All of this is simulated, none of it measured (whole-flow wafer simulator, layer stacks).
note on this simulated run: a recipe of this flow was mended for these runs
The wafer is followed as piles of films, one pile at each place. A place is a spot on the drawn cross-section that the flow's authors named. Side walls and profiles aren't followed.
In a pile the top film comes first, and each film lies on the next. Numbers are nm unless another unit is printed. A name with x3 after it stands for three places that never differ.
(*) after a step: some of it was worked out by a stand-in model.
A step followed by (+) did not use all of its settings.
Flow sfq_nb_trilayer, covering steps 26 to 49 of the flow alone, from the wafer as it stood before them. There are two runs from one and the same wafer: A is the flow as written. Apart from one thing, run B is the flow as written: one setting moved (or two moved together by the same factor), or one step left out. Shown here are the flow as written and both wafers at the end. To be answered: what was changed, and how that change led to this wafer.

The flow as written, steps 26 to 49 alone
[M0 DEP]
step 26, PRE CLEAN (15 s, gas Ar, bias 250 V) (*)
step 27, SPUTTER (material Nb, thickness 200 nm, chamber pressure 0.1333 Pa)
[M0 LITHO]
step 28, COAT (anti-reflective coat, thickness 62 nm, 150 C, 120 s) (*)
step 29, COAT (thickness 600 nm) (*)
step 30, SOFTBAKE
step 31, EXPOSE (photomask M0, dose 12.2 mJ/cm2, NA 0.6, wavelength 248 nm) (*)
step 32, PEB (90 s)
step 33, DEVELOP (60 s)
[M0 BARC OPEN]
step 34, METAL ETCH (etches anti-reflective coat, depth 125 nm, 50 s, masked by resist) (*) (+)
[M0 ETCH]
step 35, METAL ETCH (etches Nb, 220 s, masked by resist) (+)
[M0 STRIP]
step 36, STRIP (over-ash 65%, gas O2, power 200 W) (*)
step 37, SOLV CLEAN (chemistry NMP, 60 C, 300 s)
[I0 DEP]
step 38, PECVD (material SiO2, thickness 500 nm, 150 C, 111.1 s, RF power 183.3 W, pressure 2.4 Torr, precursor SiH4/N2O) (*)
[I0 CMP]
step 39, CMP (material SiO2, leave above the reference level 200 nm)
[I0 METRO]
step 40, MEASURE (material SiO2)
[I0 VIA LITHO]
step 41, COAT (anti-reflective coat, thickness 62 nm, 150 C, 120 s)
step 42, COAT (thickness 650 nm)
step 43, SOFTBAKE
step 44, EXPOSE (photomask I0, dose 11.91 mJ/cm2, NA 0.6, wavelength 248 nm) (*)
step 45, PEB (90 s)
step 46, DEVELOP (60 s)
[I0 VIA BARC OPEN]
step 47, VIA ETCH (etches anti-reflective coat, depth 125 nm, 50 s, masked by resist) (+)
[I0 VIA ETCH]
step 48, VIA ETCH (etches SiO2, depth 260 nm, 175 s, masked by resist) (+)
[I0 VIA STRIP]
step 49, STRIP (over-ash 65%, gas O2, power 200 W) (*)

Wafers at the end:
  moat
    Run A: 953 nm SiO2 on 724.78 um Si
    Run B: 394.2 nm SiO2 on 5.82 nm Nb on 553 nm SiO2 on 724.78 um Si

Cause: step 35, METAL ETCH: 178 s was run, whereas the flow has 220 s.

The path from the change to this, step by step:
  step 35, METAL ETCH (etches Nb, 220 s, masked by resist) (+)
      moat, m0r_space_l x2: A Nb loses 200 (all of it), SiO2 loses 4 | B Nb loses 194.2
      field_l, v_sur, via_wl and 100 more: A KrF-resist-other-grade loses 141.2 | B KrF-resist-other-grade loses 114.2
  step 36, STRIP (over-ash 65%, gas O2, power 200 W) (*)
      p4_fl x71: A KrF-resist-other-grade loses 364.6 (all of it), anti-reflective coat loses 62 (all of it) | B KrF-resist-other-grade loses 391.6 (all of it), anti-reflective coat loses 62 (all of it)
      jj_sur, ce_l, c5j, res: A KrF-resist-other-grade loses 370.5 (all of it), anti-reflective coat loses 63.7 (all of it) | B KrF-resist-other-grade loses 397.4 (all of it), anti-reflective coat loses 63.7 (all of it)
      (and at 28 other places as well)
  step 38, PECVD (material SiO2, thickness 500 nm, 150 C, 111.1 s, RF power 183.3 W, pressure 2.4 Torr, precursor SiH4/N2O) (*)
      moat, m0r_space_l x2: A SiO2 gains 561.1 | B SiO2 gains 551.3 (new film)
If metal films that touch count as one body, moat has 1 body; the flow as written gives 0 bodies.
